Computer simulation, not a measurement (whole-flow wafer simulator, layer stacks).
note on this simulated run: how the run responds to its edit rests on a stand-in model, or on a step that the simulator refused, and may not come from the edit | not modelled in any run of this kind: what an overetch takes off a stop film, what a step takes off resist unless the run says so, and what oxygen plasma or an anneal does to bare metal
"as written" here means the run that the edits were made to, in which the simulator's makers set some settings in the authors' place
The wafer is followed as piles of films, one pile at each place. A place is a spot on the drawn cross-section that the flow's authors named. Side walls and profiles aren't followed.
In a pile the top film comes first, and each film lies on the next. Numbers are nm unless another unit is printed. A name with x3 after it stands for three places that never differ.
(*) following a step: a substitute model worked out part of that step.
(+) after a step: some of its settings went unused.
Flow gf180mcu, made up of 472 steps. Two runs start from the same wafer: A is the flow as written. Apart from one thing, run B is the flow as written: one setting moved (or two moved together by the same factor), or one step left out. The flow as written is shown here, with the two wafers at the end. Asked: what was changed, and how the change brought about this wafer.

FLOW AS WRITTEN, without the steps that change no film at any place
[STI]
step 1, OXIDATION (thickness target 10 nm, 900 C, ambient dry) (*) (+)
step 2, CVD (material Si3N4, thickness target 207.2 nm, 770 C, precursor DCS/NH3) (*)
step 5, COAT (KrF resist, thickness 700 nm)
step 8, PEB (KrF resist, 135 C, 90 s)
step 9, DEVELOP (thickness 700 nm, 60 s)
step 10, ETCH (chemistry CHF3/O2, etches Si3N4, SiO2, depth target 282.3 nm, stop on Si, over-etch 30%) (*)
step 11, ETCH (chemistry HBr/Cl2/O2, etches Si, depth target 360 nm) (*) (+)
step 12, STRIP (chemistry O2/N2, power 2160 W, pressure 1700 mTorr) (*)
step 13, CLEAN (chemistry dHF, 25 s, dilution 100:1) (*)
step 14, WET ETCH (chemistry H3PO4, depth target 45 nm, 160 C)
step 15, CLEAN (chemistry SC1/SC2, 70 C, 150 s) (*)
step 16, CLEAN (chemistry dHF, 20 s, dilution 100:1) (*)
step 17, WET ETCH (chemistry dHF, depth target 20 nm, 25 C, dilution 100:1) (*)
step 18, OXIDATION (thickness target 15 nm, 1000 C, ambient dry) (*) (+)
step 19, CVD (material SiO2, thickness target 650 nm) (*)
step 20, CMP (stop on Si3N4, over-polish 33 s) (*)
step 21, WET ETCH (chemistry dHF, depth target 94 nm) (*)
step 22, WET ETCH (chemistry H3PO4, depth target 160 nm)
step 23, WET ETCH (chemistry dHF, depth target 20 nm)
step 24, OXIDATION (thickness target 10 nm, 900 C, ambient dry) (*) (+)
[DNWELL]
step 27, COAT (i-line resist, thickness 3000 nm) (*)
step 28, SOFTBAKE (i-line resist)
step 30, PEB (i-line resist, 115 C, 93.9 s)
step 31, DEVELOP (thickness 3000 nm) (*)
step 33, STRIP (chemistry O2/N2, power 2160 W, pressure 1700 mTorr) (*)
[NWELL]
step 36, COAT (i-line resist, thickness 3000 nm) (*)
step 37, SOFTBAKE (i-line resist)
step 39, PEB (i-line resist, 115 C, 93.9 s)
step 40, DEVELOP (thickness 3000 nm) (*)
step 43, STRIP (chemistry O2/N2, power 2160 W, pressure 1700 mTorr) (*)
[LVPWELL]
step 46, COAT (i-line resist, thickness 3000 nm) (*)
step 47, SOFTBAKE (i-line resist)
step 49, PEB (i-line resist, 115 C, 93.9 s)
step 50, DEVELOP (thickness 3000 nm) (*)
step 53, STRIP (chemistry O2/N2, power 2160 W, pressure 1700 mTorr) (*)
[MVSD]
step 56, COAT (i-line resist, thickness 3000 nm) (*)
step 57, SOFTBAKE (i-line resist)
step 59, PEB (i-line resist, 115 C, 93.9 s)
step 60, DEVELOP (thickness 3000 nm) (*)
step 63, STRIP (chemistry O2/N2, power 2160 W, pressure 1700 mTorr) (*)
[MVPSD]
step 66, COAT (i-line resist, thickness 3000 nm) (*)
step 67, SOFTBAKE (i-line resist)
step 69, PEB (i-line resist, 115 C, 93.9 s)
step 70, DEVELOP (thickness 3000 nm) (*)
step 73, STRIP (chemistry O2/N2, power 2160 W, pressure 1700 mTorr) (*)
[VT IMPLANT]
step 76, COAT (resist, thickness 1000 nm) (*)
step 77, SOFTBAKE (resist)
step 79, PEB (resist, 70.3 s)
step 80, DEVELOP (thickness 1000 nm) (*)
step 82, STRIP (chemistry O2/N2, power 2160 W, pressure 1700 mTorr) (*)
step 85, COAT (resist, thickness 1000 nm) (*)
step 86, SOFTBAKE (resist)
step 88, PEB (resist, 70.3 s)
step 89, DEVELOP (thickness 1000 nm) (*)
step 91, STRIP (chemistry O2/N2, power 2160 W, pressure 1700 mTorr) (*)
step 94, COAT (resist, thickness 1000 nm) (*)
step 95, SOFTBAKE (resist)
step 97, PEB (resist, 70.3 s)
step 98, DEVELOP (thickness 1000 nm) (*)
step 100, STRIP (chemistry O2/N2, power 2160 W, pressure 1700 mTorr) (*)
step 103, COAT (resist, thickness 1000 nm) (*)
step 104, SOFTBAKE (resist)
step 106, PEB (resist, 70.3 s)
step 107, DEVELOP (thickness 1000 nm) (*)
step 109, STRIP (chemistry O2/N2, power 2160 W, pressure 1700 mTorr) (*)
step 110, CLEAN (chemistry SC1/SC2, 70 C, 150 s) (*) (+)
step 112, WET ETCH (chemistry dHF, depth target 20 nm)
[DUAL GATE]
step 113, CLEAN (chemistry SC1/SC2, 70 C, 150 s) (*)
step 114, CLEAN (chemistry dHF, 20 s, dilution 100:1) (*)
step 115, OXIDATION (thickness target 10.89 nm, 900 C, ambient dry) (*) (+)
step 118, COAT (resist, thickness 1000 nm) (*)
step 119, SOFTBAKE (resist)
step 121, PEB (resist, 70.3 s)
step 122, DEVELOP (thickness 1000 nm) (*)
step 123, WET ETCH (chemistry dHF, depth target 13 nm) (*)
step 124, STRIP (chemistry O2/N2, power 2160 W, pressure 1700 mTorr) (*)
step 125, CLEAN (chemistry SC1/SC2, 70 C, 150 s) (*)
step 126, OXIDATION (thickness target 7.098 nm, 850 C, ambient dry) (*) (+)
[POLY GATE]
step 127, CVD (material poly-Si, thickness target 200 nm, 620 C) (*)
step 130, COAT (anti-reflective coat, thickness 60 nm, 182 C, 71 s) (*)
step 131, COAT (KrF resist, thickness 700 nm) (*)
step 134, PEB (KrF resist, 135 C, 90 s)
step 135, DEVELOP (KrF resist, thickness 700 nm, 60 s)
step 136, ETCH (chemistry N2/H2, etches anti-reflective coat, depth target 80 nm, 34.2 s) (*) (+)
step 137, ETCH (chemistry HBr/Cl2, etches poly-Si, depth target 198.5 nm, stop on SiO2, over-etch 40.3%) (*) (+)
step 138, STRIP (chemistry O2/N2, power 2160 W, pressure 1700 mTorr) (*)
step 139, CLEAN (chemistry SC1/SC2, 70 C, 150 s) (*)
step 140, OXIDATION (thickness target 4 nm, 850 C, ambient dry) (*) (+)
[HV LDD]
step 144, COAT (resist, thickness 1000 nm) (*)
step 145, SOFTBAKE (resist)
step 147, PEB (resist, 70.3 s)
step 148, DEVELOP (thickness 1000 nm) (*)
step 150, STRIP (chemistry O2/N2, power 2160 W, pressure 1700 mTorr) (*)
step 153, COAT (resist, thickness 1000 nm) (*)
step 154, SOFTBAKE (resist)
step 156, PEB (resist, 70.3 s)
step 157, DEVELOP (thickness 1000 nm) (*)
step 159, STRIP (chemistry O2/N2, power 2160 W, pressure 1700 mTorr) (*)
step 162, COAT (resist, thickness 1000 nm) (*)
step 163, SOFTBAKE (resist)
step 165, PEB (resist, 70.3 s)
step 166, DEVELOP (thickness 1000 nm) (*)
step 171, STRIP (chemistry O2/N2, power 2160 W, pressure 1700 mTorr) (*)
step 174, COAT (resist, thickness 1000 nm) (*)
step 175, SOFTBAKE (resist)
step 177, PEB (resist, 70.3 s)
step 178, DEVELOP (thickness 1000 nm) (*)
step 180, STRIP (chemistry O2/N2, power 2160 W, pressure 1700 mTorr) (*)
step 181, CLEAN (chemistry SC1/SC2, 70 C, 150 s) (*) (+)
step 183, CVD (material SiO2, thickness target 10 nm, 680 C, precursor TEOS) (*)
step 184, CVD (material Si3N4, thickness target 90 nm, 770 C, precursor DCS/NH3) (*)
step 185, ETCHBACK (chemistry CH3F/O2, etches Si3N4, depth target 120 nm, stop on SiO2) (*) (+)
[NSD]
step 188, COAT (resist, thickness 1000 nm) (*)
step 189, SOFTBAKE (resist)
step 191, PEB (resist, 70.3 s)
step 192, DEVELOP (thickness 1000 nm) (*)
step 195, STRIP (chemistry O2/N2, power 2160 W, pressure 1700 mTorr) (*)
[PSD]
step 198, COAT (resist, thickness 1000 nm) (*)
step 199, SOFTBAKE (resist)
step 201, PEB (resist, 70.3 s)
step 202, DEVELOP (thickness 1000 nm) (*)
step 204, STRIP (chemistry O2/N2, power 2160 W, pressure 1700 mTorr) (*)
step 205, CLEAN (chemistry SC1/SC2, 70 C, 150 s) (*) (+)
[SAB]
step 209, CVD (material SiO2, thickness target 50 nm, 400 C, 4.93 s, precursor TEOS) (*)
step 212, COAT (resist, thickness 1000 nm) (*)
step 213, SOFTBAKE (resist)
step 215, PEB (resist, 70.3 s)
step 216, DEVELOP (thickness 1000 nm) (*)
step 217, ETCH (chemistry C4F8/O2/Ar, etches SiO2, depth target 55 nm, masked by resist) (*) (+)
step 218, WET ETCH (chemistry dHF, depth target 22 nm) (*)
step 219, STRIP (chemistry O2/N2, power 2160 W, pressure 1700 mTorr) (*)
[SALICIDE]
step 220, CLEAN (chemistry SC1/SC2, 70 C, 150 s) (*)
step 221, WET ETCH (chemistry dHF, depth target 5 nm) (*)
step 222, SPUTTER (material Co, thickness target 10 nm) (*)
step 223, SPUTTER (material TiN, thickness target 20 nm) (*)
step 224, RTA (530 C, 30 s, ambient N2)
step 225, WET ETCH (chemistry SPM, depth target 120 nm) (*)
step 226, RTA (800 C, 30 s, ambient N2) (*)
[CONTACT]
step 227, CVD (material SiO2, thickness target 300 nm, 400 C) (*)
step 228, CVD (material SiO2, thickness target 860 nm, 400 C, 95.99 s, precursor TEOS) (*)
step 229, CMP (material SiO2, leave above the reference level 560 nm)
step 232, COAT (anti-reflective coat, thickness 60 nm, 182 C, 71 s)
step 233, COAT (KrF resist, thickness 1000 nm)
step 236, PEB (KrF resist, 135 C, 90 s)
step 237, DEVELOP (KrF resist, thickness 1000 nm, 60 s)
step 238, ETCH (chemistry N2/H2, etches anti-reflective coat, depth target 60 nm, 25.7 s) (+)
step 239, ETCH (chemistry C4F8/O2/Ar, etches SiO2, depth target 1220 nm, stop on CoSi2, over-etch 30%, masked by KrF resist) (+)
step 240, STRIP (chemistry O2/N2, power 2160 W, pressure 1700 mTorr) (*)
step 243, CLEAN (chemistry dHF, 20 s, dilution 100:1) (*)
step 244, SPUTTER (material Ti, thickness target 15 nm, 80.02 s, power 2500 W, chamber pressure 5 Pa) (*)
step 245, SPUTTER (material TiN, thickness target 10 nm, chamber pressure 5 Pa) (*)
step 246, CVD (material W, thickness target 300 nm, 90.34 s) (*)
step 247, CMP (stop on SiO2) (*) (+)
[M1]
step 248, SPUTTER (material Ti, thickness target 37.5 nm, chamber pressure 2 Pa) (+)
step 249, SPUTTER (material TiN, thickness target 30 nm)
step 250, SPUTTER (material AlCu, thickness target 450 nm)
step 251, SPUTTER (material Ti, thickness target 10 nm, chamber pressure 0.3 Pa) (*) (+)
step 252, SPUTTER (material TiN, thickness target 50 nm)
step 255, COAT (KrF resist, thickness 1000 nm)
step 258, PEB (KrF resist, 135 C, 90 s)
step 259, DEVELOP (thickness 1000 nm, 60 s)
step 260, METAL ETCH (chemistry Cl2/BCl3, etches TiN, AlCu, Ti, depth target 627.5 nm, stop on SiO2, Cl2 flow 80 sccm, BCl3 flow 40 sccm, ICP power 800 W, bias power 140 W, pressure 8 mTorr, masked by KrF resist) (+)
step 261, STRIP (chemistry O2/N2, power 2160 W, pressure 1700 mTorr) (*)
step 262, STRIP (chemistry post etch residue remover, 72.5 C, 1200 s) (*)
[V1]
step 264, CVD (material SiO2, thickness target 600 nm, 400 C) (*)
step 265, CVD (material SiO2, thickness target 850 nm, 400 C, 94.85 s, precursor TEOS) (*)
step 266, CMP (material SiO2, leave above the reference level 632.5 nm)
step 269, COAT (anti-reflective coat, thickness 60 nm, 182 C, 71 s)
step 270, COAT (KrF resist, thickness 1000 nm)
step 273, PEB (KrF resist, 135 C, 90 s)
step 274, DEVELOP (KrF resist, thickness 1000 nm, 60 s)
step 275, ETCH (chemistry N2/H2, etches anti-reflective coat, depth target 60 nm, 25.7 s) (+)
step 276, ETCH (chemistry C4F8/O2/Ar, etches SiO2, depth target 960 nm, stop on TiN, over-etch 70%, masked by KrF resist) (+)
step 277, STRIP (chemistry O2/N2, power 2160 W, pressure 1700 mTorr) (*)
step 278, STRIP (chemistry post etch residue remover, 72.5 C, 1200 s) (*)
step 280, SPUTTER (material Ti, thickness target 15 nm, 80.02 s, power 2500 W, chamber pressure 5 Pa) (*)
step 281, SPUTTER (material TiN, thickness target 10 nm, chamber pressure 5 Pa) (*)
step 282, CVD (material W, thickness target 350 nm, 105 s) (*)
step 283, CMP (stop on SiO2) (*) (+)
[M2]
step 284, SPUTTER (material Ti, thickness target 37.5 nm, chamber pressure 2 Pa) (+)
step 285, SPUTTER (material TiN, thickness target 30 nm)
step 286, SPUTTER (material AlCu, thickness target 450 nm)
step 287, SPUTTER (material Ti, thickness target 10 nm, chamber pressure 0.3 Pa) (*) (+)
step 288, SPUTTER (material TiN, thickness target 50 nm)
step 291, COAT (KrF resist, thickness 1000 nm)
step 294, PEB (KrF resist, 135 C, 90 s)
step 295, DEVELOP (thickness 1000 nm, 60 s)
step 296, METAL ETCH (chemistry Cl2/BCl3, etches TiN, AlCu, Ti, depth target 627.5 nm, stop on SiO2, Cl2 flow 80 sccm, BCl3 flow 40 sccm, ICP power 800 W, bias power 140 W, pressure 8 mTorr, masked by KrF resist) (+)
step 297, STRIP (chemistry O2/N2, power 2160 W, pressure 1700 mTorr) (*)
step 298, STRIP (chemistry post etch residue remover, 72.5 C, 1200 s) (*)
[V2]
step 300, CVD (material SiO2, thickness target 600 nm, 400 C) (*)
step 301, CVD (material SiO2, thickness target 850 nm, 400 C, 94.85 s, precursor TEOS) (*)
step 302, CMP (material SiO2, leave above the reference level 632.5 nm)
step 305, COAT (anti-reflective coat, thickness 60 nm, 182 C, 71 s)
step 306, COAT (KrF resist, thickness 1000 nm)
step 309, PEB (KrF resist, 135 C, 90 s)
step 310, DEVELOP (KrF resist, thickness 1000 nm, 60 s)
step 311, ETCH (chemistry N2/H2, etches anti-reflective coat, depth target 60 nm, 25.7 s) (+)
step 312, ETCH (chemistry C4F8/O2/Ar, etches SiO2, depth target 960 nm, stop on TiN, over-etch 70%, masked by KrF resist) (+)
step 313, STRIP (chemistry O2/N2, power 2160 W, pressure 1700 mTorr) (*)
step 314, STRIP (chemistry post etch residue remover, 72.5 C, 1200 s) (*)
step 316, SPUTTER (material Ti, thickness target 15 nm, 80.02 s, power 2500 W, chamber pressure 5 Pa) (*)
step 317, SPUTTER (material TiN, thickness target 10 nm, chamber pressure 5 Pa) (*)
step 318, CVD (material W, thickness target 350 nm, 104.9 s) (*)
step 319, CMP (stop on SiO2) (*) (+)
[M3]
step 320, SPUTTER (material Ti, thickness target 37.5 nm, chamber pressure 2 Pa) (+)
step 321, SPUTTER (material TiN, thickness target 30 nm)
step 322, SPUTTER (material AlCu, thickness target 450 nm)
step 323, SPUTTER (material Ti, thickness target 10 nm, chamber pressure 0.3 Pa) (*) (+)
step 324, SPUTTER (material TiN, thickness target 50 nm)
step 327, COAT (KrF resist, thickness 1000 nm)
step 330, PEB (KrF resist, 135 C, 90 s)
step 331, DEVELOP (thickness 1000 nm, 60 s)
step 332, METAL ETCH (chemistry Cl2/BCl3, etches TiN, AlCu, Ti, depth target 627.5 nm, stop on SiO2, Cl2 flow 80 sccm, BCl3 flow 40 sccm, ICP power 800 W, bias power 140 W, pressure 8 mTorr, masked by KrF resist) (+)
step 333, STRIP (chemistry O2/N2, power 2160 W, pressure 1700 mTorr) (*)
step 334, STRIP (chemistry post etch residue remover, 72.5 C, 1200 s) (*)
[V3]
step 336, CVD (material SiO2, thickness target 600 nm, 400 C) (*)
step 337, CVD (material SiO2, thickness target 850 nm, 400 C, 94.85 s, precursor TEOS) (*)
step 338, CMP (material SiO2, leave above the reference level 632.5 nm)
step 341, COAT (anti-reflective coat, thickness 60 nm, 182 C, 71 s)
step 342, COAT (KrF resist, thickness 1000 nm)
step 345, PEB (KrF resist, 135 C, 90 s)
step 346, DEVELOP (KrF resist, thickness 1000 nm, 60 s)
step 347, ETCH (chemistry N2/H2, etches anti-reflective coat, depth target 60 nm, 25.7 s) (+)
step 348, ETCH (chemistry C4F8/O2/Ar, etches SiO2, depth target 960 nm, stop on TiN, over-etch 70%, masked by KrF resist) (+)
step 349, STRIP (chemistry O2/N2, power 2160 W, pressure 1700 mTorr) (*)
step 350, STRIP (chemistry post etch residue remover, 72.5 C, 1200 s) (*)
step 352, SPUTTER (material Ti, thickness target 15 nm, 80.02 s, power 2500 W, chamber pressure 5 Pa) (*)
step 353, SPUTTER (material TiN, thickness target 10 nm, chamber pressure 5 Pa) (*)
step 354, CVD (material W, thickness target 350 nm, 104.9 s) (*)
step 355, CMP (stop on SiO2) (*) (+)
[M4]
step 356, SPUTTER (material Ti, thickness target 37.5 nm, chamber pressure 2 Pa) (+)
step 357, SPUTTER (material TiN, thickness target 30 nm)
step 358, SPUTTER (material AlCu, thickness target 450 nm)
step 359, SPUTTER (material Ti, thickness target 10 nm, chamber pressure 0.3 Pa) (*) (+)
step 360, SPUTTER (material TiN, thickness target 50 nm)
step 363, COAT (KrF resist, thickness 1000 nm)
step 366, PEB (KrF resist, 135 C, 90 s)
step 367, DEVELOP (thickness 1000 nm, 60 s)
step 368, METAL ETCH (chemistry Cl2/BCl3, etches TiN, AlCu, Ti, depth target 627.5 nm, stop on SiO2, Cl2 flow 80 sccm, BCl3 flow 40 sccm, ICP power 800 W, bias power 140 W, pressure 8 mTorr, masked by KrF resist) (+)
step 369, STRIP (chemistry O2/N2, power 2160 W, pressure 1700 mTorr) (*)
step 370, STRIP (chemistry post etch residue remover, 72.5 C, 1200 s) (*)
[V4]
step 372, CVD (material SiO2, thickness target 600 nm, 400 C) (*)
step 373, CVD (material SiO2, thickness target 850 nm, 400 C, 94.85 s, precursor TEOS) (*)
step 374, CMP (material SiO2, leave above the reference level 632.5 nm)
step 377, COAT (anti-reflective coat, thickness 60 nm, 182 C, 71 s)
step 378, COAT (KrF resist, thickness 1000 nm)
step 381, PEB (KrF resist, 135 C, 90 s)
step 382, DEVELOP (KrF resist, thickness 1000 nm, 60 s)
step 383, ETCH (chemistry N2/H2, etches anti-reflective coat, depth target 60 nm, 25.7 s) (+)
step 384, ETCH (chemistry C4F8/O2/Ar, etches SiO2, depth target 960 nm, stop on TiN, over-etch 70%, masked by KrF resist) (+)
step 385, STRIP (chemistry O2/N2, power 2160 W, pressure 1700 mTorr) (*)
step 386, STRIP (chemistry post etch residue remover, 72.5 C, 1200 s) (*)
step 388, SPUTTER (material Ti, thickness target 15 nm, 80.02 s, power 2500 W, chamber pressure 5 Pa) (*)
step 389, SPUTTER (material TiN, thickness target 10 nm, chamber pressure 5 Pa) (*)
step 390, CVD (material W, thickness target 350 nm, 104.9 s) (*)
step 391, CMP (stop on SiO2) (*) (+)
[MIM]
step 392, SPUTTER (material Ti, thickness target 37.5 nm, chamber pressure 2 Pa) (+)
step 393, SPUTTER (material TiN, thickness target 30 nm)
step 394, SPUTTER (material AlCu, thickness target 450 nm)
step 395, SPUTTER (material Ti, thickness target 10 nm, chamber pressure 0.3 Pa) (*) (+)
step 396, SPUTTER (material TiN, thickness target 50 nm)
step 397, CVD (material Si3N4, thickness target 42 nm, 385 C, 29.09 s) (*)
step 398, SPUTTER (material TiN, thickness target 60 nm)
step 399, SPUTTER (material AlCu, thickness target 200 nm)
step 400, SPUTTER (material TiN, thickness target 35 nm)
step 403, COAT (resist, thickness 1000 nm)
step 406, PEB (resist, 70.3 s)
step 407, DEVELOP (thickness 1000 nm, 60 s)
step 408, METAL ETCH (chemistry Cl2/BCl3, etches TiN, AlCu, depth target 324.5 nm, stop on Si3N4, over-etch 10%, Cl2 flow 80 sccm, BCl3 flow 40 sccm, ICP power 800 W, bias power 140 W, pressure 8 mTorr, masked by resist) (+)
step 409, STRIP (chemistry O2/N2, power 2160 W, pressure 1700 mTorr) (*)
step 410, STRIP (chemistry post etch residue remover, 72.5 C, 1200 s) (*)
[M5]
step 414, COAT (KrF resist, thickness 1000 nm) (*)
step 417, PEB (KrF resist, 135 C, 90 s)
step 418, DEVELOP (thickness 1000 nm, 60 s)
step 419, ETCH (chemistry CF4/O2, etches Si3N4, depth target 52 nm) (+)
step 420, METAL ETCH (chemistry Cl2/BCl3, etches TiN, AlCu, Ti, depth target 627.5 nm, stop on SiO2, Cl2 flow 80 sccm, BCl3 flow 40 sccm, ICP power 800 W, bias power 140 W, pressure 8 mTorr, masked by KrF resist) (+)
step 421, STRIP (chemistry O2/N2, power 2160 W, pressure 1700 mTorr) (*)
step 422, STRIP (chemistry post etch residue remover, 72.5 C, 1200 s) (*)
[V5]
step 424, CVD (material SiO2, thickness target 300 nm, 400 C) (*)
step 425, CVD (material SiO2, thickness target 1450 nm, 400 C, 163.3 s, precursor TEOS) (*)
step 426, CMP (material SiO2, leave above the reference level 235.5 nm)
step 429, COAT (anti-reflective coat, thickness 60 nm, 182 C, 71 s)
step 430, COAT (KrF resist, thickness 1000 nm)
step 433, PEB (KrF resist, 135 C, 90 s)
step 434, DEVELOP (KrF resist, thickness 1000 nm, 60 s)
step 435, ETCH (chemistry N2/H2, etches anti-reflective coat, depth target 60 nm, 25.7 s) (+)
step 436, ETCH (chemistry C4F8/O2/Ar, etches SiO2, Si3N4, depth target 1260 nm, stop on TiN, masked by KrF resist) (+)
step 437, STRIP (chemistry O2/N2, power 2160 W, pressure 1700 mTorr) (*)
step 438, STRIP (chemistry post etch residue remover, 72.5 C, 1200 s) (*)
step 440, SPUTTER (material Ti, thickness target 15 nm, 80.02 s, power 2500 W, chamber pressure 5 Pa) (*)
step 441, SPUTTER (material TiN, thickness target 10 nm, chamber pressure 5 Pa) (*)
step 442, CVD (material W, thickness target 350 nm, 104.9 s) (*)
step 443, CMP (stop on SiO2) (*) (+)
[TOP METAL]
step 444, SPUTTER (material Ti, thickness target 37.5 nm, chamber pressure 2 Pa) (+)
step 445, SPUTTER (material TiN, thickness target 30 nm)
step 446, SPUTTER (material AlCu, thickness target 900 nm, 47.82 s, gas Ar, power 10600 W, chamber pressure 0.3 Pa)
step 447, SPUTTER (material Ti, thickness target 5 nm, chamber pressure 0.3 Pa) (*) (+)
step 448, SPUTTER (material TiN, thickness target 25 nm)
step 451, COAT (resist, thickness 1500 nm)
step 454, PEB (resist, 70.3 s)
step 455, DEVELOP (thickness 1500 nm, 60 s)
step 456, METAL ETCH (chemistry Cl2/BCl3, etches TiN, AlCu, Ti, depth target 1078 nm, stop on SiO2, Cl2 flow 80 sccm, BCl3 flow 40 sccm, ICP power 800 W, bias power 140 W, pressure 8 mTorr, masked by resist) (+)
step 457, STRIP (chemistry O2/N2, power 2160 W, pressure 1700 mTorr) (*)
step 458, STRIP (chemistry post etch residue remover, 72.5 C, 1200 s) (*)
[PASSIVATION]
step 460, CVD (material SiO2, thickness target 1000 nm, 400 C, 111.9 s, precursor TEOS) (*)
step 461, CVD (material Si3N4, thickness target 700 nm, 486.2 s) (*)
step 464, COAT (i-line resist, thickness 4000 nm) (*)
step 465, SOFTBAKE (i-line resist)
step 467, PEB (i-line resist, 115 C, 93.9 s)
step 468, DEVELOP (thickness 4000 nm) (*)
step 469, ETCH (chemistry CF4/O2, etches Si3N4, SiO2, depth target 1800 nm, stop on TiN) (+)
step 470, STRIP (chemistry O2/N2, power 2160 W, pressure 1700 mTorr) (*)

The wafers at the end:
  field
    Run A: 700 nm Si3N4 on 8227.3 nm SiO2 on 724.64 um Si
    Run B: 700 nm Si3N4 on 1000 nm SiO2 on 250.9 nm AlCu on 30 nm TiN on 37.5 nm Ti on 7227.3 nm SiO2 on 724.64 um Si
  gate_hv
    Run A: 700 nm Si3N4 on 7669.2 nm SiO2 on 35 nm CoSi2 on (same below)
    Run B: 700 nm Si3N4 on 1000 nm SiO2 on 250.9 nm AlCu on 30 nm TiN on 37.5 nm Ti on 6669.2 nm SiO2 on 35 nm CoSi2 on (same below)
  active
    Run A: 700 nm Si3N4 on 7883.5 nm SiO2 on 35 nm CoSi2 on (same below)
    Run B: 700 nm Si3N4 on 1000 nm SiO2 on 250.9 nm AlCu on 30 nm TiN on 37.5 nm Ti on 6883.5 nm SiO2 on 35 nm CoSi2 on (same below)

The reason: step 456, METAL ETCH: depth target 673.4 nm was run, whereas the flow has depth target 1078 nm.

How this came from the change, step by step:
  step 456, METAL ETCH (chemistry Cl2/BCl3, etches TiN, AlCu, Ti, depth target 1078 nm, stop on SiO2, Cl2 flow 80 sccm, BCl3 flow 40 sccm, ICP power 800 W, bias power 140 W, pressure 8 mTorr, masked by resist) (+)
      field, field__w1, field__w2 and 103 more: A TiN loses 25 (all of it), Ti loses 5 (all of it), AlCu loses 900 (all of it), TiN loses 30 (all of it), Ti loses 37.5 (all of it) | B TiN loses 25 (all of it), Ti loses 5 (all of it), AlCu loses 643.4
      field__w8, contact, m1, m1__w1, pad, m1_nw: A resist loses 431 | B resist loses 269.4
  step 457, STRIP (chemistry O2/N2, power 2160 W, pressure 1700 mTorr) (*)
      field__w8, contact, m1, m1__w1, pad, m1_nw: A resist loses 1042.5 (all of it) | B resist loses 1204.1 (all of it)
  step 458, STRIP (chemistry post etch residue remover, 72.5 C, 1200 s) (*)
      field, field__w1, field__w2 and 103 more: A nothing | B AlCu loses 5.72
  step 460, CVD (material SiO2, thickness target 1000 nm, 400 C, 111.9 s, precursor TEOS) (*)
      field, field__w1, field__w2 and 103 more: A SiO2 gains 1000 | B SiO2 gains 1000 (new film)
  step 464, COAT (i-line resist, thickness 4000 nm) (*)
      field__w8: A i-line resist gains 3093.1 (new film) | B i-line resist gains 3376.6 (new film)
      contact: A i-line resist gains 3153.6 (new film) | B i-line resist gains 3412 (new film)
      (as well as at 4 more places)
  step 465, SOFTBAKE (i-line resist)
      gate: A i-line resist gains 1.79 | B i-line resist loses 0.5
      field__w11, field__w13: A i-line resist gains 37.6 | B i-line resist gains 22.6
      (as well as at 66 more places)
  step 467, PEB (i-line resist, 115 C, 93.9 s)
      field__w8, m1__w1: A i-line resist loses 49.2 | B i-line resist loses 55
      contact, m1: A i-line resist loses 49.6 | B i-line resist loses 55.3
      (as well as at 2 more places)
  step 468, DEVELOP (thickness 4000 nm) (*)
      pad: A i-line resist loses 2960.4 (all of it) | B i-line resist loses 3270.6 (all of it)
  step 470, STRIP (chemistry O2/N2, power 2160 W, pressure 1700 mTorr) (*)
      field__w8, m1__w1: A i-line resist loses 1775.9 (all of it) | B i-line resist loses 2081.1 (all of it)
      contact: A i-line resist loses 1798.3 (all of it) | B i-line resist loses 2094.5 (all of it)
      (as well as at 2 more places)
With metal films that touch counted as one body, field has 1 body; the flow as written gives 0 bodies.
With metal films that touch counted as one body, gate_hv has 2 bodies (between them, from the top down: SiO2 6669.2); the flow as written gives 1 body.
With metal films that touch counted as one body, active has 2 bodies (between them, from the top down: SiO2 6883.5); the flow as written gives 1 body.
